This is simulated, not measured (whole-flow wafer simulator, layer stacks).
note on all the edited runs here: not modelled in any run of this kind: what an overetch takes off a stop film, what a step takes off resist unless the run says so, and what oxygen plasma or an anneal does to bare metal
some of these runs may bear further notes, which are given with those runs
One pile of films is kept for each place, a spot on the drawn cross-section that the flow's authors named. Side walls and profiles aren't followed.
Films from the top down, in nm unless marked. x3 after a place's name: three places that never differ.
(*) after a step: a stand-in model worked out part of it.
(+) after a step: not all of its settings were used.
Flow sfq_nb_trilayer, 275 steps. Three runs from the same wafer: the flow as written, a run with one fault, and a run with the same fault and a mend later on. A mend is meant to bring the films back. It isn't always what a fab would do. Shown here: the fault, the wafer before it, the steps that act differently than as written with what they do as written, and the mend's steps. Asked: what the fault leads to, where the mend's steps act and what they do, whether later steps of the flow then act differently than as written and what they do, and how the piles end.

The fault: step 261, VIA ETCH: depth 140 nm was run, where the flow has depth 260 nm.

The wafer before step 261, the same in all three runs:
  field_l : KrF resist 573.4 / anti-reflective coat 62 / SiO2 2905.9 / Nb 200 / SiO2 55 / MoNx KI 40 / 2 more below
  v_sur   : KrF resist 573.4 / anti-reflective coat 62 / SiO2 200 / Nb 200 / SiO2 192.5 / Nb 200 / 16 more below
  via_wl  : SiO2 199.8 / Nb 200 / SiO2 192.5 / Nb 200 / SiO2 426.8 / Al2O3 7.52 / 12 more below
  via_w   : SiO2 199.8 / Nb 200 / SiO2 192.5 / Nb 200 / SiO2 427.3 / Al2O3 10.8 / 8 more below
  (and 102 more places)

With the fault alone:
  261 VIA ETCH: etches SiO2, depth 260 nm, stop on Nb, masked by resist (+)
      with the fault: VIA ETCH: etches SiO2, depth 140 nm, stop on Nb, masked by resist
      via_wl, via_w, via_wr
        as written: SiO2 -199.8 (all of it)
        with the fault: SiO2 -140
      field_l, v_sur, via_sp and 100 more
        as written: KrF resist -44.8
        with the fault: KrF resist -24.1
  Later steps of the flow that act differently than as written (3 more steps differ only slightly, by at most 2% or 0.5 nm, whichever is larger, and aren't shown):
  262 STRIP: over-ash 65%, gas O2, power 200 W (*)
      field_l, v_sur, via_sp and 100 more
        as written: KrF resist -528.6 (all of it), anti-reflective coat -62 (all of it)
        with the fault: KrF resist -549.3 (all of it), anti-reflective coat -62 (all of it)
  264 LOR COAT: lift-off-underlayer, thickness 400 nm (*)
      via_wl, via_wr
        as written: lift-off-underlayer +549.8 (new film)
        with the fault: lift-off-underlayer +505 (new film)
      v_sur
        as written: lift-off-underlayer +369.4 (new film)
        with the fault: lift-off-underlayer +378.6 (new film)
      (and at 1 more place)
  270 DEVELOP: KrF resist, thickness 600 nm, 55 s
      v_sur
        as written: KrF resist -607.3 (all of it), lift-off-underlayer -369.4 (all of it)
        with the fault: KrF resist -604.8 (all of it), lift-off-underlayer -378.6 (all of it)
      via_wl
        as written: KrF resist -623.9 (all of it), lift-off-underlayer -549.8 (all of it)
        with the fault: KrF resist -616.3 (all of it), lift-off-underlayer -505 (all of it)
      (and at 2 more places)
  At the end the piles differ from the flow's by more than 2% or 0.5 nm, whichever is larger, at via_wl, via_w, via_wr.
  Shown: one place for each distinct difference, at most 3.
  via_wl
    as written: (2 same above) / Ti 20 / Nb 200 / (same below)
    with the fault: (2 same above) / Ti 20 / SiO2 59.8 / Nb 200 / (same below)

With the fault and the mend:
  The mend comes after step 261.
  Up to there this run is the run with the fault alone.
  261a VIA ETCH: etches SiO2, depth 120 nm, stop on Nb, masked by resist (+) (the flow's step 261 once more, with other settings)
      field_l, v_sur, via_sp and 100 more
        KrF resist -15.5
      via_wl, via_w, via_wr
        SiO2 -59.8 (all of it)
  No later step of the flow acts differently than as written, at any place that is followed, by more than 2% or 0.5 nm, whichever is larger.
  At the end the piles are the same as the flow's at every place that both follow.
